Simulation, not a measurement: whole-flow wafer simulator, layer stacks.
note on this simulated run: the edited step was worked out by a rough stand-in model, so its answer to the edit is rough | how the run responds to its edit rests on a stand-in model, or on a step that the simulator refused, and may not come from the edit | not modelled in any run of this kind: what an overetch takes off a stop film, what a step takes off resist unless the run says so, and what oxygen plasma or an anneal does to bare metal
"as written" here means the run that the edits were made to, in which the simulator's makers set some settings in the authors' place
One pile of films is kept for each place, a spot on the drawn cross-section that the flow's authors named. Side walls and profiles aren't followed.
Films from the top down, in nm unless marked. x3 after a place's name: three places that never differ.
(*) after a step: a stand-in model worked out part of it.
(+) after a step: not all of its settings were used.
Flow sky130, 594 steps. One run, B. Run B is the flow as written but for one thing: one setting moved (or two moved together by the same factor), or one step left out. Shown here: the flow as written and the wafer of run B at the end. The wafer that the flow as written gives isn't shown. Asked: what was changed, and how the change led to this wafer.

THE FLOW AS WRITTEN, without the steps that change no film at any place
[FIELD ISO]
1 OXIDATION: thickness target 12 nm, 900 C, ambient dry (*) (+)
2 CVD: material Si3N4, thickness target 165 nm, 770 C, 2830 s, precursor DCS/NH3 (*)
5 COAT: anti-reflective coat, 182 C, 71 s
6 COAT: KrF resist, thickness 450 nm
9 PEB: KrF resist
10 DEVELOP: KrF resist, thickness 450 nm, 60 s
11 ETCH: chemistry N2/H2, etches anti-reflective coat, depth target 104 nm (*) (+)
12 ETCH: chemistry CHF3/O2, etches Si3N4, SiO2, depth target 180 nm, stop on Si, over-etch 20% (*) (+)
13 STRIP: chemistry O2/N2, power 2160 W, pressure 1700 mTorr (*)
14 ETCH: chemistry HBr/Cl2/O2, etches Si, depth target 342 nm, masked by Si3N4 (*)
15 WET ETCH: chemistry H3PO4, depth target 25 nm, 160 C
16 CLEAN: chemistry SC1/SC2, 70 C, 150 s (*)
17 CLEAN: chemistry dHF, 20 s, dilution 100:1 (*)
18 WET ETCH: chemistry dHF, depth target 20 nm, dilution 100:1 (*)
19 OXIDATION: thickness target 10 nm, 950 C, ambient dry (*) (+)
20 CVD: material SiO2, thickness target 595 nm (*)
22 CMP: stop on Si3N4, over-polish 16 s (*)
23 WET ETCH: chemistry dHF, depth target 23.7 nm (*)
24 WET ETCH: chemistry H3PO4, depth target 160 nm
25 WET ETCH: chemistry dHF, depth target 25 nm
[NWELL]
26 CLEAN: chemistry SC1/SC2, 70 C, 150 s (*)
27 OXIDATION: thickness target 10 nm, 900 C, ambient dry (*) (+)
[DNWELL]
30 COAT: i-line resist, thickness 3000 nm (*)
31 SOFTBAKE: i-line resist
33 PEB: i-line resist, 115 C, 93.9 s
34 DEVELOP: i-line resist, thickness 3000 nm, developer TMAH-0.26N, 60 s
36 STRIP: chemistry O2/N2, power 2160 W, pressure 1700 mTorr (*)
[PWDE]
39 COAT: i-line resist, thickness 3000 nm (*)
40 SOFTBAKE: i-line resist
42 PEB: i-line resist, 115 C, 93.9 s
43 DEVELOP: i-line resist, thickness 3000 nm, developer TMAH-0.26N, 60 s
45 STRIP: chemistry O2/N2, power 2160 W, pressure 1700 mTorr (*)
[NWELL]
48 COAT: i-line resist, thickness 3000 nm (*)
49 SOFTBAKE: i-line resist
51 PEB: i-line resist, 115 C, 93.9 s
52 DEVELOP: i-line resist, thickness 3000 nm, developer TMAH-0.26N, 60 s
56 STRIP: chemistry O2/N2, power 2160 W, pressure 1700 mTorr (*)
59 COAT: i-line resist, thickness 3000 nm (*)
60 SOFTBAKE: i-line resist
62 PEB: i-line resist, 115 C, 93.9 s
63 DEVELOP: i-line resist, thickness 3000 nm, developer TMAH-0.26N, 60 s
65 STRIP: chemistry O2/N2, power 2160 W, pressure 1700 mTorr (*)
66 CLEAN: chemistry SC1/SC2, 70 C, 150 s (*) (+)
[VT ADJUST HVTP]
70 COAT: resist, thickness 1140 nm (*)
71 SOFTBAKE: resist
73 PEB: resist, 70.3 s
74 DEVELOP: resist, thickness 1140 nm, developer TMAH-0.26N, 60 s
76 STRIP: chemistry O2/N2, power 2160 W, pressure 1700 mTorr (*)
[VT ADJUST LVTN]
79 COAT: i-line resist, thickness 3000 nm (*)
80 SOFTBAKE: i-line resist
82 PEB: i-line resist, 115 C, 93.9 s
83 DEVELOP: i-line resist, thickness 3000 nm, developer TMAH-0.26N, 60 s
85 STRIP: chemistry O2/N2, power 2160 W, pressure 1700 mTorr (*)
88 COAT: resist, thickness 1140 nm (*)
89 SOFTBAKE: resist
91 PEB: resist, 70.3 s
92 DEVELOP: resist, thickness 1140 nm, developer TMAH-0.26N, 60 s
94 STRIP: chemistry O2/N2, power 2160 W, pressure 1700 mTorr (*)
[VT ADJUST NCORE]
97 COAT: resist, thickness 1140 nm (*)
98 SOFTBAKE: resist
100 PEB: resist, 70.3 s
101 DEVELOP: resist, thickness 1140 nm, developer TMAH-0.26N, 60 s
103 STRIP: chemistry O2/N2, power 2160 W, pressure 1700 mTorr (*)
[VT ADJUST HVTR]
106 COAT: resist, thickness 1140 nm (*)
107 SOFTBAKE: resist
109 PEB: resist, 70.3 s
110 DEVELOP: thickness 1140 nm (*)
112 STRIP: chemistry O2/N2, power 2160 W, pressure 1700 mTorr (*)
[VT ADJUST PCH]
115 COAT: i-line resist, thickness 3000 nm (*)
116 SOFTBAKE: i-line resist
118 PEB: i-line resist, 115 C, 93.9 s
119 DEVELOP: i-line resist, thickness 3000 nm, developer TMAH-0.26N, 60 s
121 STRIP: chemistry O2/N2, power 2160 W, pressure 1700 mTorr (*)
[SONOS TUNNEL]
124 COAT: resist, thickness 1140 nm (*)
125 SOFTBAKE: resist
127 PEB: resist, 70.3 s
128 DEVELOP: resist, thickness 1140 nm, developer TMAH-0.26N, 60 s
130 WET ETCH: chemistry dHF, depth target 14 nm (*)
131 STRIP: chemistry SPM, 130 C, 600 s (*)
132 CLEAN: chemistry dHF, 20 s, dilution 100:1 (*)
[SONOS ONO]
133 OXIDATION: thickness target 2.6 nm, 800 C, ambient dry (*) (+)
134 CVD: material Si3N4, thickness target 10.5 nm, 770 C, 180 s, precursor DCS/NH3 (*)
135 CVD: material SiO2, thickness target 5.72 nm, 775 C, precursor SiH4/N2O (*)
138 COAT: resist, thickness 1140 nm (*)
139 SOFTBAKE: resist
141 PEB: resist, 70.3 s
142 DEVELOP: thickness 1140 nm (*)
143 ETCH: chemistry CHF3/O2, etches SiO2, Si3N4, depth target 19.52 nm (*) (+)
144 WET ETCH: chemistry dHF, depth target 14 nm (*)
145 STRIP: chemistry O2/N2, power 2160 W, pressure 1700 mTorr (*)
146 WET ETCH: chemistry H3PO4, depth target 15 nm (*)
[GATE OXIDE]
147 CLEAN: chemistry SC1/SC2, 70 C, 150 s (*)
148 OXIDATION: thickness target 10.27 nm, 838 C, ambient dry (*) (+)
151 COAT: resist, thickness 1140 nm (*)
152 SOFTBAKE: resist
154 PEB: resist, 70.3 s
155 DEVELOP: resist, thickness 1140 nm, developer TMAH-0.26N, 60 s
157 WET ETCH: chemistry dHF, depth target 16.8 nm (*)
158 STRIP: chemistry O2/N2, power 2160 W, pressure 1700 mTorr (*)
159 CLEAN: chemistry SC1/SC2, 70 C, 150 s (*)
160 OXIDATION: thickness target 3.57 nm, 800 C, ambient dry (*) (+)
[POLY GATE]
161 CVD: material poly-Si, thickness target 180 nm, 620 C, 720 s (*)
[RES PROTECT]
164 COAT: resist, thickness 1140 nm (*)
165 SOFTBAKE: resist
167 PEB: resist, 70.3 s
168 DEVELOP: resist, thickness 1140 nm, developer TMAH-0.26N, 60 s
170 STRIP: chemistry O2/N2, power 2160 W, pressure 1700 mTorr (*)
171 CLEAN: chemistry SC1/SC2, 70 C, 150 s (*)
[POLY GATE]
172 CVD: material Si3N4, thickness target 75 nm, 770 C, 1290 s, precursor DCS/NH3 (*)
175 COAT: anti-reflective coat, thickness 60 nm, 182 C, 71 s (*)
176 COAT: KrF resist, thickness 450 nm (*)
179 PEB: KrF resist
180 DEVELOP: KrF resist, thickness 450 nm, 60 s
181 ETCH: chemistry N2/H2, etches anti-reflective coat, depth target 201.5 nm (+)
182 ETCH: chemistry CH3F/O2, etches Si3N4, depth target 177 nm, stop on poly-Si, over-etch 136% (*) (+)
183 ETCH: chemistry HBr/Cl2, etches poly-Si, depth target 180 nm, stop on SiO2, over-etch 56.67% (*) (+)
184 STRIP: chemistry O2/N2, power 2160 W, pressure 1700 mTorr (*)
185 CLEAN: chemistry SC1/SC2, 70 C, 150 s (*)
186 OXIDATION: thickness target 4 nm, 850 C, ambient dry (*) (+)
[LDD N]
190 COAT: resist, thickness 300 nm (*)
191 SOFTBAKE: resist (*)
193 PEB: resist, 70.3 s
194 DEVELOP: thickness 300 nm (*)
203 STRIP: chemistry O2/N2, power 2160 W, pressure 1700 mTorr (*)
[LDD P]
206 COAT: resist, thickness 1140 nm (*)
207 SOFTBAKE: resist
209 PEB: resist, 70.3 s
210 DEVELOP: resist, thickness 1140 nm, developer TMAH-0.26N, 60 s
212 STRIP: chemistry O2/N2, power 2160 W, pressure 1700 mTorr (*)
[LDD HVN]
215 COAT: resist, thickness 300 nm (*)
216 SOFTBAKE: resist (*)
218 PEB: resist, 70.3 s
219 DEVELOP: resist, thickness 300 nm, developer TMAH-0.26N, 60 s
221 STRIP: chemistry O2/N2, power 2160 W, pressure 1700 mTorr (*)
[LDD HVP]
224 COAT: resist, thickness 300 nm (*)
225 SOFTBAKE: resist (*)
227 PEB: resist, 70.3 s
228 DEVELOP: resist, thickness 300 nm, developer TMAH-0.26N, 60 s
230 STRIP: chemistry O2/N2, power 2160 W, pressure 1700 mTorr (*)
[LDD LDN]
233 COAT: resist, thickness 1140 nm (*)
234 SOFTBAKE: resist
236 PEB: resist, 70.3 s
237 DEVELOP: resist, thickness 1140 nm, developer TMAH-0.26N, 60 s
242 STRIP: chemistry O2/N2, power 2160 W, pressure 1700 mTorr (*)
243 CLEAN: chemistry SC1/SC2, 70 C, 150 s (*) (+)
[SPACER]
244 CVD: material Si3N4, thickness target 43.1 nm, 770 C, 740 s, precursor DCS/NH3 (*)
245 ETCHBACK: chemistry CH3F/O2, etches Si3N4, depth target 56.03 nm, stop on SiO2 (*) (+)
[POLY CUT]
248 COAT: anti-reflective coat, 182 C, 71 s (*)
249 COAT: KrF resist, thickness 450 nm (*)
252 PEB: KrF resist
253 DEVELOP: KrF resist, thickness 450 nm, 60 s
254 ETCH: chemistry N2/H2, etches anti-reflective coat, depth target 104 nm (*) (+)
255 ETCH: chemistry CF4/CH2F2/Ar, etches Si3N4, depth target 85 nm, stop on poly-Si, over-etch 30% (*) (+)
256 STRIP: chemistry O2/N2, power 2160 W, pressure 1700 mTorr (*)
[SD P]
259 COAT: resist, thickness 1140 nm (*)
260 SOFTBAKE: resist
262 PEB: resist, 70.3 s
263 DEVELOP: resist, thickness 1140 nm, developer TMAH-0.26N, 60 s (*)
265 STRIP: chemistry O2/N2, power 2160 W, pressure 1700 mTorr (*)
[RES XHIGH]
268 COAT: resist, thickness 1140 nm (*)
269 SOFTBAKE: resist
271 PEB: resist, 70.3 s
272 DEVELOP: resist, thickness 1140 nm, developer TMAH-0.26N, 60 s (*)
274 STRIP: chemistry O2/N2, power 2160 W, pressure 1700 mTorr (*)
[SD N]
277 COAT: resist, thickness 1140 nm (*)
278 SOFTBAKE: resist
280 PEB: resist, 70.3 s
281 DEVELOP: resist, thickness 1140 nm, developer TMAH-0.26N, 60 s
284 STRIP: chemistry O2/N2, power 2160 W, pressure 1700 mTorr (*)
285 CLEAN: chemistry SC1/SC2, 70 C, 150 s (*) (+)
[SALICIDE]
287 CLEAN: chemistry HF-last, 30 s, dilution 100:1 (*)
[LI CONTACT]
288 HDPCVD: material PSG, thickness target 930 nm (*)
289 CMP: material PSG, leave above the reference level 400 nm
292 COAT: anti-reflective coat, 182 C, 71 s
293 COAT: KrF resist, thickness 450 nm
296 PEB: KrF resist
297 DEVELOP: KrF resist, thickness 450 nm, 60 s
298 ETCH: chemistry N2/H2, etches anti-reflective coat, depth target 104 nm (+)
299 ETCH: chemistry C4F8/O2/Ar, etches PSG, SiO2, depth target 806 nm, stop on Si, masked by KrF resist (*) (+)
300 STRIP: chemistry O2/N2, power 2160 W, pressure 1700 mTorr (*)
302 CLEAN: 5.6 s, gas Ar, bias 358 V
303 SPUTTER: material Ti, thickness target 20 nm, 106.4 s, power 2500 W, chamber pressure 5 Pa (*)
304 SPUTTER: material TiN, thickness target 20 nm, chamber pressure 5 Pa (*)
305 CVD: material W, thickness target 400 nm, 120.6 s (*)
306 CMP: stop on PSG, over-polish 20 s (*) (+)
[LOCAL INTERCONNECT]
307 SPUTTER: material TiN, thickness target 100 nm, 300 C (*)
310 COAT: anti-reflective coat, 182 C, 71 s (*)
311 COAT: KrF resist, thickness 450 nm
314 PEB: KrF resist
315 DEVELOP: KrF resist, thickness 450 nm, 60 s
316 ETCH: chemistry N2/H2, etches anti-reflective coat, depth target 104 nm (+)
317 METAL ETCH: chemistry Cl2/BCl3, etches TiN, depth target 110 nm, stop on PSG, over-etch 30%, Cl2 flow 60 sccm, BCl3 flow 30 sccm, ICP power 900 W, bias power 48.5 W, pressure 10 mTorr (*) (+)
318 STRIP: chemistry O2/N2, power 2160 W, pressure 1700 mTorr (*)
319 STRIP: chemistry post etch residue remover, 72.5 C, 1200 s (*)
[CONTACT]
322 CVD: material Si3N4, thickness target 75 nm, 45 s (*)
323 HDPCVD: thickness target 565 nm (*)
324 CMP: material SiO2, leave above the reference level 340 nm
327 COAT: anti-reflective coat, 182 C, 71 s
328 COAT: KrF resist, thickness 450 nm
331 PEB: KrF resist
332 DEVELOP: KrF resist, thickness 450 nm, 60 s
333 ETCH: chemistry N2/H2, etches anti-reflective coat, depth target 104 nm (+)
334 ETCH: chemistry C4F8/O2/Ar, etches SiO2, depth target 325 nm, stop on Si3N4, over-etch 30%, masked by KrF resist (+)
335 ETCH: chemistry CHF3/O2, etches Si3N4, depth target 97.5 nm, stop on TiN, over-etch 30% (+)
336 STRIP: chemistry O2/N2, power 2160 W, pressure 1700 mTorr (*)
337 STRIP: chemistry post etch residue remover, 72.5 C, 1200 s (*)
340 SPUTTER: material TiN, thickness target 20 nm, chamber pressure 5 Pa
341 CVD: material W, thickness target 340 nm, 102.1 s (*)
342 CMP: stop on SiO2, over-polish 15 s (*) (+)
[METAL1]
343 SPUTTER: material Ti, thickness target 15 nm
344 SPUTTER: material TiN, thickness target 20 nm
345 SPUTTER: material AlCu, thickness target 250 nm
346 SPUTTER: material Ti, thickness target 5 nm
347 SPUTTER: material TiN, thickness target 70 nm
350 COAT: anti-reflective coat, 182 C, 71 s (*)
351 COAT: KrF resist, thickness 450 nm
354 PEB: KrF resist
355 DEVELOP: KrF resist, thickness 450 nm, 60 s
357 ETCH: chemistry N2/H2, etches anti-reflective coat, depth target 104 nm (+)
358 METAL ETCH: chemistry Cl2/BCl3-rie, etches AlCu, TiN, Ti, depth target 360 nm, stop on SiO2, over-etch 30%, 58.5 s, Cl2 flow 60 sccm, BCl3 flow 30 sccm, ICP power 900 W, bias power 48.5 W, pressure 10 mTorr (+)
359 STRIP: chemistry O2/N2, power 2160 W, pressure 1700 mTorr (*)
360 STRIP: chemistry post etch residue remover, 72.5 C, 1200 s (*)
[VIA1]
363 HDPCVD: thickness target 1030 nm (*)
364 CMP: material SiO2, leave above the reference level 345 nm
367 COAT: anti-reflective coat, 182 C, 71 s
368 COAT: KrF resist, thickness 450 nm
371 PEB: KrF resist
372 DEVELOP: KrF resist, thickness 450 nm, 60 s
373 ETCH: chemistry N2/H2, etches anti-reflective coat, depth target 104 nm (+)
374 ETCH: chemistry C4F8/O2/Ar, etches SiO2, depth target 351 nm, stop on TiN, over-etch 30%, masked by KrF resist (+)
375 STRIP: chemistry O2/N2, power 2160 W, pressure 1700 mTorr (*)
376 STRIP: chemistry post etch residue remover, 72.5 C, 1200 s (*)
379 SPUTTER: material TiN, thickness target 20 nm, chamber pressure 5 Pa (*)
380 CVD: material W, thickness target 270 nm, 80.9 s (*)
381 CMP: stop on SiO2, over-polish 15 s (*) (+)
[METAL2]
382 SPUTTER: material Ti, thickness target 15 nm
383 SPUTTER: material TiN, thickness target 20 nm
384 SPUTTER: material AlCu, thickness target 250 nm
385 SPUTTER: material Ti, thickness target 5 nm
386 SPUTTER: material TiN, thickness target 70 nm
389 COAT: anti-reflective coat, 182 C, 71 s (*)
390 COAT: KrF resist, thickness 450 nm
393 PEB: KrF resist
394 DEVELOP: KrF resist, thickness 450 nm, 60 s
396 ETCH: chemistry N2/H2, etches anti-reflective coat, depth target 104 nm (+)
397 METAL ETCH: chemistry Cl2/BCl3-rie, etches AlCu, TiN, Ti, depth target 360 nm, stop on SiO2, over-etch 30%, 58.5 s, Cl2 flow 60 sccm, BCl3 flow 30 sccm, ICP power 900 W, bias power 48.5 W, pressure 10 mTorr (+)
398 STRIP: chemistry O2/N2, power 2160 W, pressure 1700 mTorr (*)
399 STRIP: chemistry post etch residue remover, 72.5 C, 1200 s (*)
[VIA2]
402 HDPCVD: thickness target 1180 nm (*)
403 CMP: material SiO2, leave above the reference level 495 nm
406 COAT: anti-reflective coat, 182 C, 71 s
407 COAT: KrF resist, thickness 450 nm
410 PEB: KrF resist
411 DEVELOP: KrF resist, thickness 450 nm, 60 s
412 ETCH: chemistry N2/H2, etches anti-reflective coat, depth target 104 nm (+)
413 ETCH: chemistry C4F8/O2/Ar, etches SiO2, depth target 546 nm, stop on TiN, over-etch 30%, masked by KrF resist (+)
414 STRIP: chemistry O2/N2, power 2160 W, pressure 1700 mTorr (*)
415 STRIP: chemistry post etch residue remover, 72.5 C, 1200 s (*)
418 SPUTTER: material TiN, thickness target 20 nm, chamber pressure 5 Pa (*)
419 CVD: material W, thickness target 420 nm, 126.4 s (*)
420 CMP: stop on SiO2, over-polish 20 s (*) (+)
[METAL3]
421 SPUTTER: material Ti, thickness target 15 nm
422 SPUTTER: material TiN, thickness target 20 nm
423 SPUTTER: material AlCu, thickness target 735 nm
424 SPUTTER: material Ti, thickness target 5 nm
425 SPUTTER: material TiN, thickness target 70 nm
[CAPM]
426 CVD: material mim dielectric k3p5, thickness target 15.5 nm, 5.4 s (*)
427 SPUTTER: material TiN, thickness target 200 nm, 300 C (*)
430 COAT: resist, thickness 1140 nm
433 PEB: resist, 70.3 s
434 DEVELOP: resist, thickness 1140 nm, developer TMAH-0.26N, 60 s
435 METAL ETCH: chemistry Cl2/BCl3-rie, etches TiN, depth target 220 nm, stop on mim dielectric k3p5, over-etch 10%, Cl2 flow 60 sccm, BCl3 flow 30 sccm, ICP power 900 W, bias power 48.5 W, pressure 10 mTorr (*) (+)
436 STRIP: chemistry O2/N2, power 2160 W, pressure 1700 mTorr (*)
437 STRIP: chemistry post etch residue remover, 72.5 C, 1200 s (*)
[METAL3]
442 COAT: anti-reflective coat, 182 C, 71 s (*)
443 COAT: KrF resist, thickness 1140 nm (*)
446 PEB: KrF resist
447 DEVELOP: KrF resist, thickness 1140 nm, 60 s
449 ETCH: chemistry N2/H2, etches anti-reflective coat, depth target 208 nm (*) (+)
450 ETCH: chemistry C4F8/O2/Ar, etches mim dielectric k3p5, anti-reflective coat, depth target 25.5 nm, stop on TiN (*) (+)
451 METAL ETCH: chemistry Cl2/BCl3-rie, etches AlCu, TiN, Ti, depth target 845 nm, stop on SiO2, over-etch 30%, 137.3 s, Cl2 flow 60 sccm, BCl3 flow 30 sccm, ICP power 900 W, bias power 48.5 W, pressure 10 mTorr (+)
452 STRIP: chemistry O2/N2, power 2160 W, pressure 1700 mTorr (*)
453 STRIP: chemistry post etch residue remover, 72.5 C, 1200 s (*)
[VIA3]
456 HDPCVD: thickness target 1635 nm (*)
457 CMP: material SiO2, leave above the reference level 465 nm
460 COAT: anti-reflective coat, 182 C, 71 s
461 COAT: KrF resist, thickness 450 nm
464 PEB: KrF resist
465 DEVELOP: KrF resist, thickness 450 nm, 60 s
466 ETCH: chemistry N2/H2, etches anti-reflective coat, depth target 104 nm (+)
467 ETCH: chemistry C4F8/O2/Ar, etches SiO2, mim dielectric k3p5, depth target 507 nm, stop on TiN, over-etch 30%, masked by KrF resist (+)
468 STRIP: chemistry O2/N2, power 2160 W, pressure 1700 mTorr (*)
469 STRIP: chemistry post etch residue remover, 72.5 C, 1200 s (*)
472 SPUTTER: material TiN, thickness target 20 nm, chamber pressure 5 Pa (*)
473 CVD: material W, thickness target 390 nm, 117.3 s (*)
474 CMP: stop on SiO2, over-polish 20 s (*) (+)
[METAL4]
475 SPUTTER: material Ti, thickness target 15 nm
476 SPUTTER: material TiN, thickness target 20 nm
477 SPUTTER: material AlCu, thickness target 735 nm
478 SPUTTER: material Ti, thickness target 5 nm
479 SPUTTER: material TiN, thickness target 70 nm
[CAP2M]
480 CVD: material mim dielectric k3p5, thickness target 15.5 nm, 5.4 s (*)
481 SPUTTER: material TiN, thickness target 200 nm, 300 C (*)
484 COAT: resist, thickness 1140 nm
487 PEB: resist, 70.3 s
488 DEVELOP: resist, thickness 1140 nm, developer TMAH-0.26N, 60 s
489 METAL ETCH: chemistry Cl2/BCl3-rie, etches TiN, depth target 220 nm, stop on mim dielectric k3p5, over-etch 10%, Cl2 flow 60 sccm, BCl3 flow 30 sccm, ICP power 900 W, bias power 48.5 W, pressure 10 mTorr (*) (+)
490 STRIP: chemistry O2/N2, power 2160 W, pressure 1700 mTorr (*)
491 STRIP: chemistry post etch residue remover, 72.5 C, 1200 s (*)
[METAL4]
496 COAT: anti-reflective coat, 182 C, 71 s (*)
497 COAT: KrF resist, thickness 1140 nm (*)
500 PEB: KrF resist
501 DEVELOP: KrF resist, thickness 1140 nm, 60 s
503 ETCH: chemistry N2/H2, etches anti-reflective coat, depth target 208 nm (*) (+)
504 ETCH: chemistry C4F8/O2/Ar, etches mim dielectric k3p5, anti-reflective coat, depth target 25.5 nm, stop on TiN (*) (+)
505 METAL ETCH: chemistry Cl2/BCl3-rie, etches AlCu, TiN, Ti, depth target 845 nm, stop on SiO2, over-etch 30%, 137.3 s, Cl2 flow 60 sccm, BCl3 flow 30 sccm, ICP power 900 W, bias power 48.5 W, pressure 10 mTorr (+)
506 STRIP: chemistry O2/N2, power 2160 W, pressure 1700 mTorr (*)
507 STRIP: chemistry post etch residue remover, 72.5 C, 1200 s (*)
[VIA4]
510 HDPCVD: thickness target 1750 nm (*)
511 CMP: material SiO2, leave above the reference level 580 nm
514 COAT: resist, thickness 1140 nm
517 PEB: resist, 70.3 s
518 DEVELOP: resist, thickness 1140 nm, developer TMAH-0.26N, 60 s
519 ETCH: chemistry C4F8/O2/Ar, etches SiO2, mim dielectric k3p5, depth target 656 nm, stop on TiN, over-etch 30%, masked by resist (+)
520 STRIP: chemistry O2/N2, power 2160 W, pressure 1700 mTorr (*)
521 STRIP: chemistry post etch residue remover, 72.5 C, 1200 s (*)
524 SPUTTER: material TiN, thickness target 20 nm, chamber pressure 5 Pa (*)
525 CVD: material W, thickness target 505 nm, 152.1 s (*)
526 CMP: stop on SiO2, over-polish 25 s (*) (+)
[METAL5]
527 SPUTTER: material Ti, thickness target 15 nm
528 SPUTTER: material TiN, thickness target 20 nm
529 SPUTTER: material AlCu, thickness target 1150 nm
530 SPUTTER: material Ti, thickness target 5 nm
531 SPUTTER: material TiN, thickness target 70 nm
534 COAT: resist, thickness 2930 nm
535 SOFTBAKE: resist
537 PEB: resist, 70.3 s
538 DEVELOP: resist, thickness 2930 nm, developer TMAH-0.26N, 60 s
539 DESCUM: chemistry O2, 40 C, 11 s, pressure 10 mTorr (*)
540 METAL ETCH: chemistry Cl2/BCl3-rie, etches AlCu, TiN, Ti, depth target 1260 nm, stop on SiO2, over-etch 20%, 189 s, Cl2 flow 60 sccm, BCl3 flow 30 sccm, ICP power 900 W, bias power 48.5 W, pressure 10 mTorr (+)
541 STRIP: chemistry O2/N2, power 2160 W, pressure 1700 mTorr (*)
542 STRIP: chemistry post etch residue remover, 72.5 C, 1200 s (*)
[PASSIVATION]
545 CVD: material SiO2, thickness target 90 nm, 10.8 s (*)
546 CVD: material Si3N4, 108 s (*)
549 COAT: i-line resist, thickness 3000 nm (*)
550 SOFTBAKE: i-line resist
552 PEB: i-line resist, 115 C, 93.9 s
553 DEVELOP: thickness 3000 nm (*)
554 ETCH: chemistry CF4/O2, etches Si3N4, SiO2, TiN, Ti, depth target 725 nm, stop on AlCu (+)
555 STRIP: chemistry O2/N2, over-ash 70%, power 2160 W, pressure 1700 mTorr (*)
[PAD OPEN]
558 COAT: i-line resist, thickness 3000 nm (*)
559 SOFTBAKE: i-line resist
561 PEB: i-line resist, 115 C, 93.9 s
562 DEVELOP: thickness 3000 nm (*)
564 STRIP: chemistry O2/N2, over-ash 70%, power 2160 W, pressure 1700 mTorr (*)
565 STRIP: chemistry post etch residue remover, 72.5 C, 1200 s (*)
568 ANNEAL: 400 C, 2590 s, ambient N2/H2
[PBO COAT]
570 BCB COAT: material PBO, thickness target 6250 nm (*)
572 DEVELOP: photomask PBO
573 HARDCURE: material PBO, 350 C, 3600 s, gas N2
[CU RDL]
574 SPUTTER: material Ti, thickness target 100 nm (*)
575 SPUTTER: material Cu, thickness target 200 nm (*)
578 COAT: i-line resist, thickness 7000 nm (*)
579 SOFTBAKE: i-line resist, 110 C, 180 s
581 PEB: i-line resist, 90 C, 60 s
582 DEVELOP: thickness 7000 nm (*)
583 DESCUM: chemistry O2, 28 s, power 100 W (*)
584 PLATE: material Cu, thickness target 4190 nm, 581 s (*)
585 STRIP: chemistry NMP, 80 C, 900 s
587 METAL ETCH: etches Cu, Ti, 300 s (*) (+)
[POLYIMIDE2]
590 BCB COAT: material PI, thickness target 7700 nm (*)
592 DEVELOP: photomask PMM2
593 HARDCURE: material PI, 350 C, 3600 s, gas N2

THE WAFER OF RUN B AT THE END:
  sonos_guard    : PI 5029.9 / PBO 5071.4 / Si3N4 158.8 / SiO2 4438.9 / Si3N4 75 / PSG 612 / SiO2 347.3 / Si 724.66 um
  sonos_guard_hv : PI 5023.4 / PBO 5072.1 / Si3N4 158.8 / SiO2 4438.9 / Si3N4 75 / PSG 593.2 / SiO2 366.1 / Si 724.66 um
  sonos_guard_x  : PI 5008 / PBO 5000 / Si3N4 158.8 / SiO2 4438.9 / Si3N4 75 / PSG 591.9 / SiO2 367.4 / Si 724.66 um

The cause: step 130, WET ETCH: depth target 21.7 nm was run, where the flow has depth target 14 nm.

How the change led to this, step by step:
  130 WET ETCH: chemistry dHF, depth target 14 nm (*)
      sonos_guard, sonos_guard_hv, sonos_guard_x: SiO2 -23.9 (as written it would be: SiO2 -15.4)
  139 SOFTBAKE: resist
      poly_endcap: resist -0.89 (as written it would be: resist +0.42)
  175 COAT: anti-reflective coat, thickness 60 nm, 182 C, 71 s (*)
      m1: anti-reflective coat +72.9 (new film) (as written it would be: anti-reflective coat +74.7 (new film))
      sonos_cell: anti-reflective coat +60.1 (new film) (as written it would be: anti-reflective coat +62.3 (new film))
      (and at 4 more places)
  181 ETCH: chemistry N2/H2, etches anti-reflective coat, depth target 201.5 nm (+)
      nwell_res: anti-reflective coat -72.5 (all of it), Si3N4 -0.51 (as written it would be: anti-reflective coat -74 (all of it), Si3N4 -0.49)
      sonos_guard: anti-reflective coat -51.6 (all of it), Si3N4 -0.78 (as written it would be: anti-reflective coat -45.7 (all of it), Si3N4 -0.85)
      (and at 2 more places)
  184 STRIP: chemistry O2/N2, power 2160 W, pressure 1700 mTorr (*)
      m1: KrF resist -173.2 (all of it), anti-reflective coat -72.9 (all of it) (as written it would be: KrF resist -172.2 (all of it), anti-reflective coat -74.7 (all of it))
      sonos_cell: KrF resist -174 (all of it), anti-reflective coat -60.1 (all of it) (as written it would be: KrF resist -172.8 (all of it), anti-reflective coat -62.3 (all of it))
  190 COAT: resist, thickness 300 nm (*)
      sonos_guard_hv: resist +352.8 (new film) (as written it would be: resist +345.6 (new film))
      sonos_guard_x: resist +312.6 (new film) (as written it would be: resist +305.1 (new film))
  203 STRIP: chemistry O2/N2, power 2160 W, pressure 1700 mTorr (*)
      sonos_guard_hv: resist -348.4 (all of it) (as written it would be: resist -341.3 (all of it))
      sonos_guard_x: resist -308.9 (all of it) (as written it would be: resist -301.4 (all of it))
  215 COAT: resist, thickness 300 nm (*)
      sonos_guard_hv: resist +352.8 (new film) (as written it would be: resist +345.6 (new film))
      sonos_guard_x: resist +312.6 (new film) (as written it would be: resist +305.1 (new film))
  221 STRIP: chemistry O2/N2, power 2160 W, pressure 1700 mTorr (*)
      sonos_guard_hv: resist -348.4 (all of it) (as written it would be: resist -341.3 (all of it))
      sonos_guard_x: resist -308.9 (all of it) (as written it would be: resist -301.4 (all of it))
  224 COAT: resist, thickness 300 nm (*)
      sonos_guard_hv: resist +352.8 (new film) (as written it would be: resist +345.6 (new film))
      sonos_guard_x: resist +312.6 (new film) (as written it would be: resist +305.1 (new film))
  230 STRIP: chemistry O2/N2, power 2160 W, pressure 1700 mTorr (*)
      sonos_guard_hv: resist -348.4 (all of it) (as written it would be: resist -341.3 (all of it))
      sonos_guard_x: resist -308.9 (all of it) (as written it would be: resist -301.4 (all of it))
  248 COAT: anti-reflective coat, 182 C, 71 s (*)
      pplus_nw: anti-reflective coat +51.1 (new film) (as written it would be: anti-reflective coat +52.2 (new film))
      sonos_guard: anti-reflective coat +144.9 (new film) (as written it would be: anti-reflective coat +137.3 (new film))
      (and at 2 more places)
  256 STRIP: chemistry O2/N2, power 2160 W, pressure 1700 mTorr (*)
      pplus_nw: KrF resist -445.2 (all of it), anti-reflective coat -51.1 (all of it) (as written it would be: KrF resist -444.5 (all of it), anti-reflective coat -52.2 (all of it))
      sonos_guard: KrF resist -361 (all of it), anti-reflective coat -144.9 (all of it) (as written it would be: KrF resist -360.5 (all of it), anti-reflective coat -137.3 (all of it))
      (and at 2 more places)
  289 CMP: material PSG, leave above the reference level 400 nm
      sonos_guard: PSG -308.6 (as written it would be: PSG -317)
      sonos_guard_hv: PSG -327.3 (as written it would be: PSG -335.8)
      (and at 1 more place)
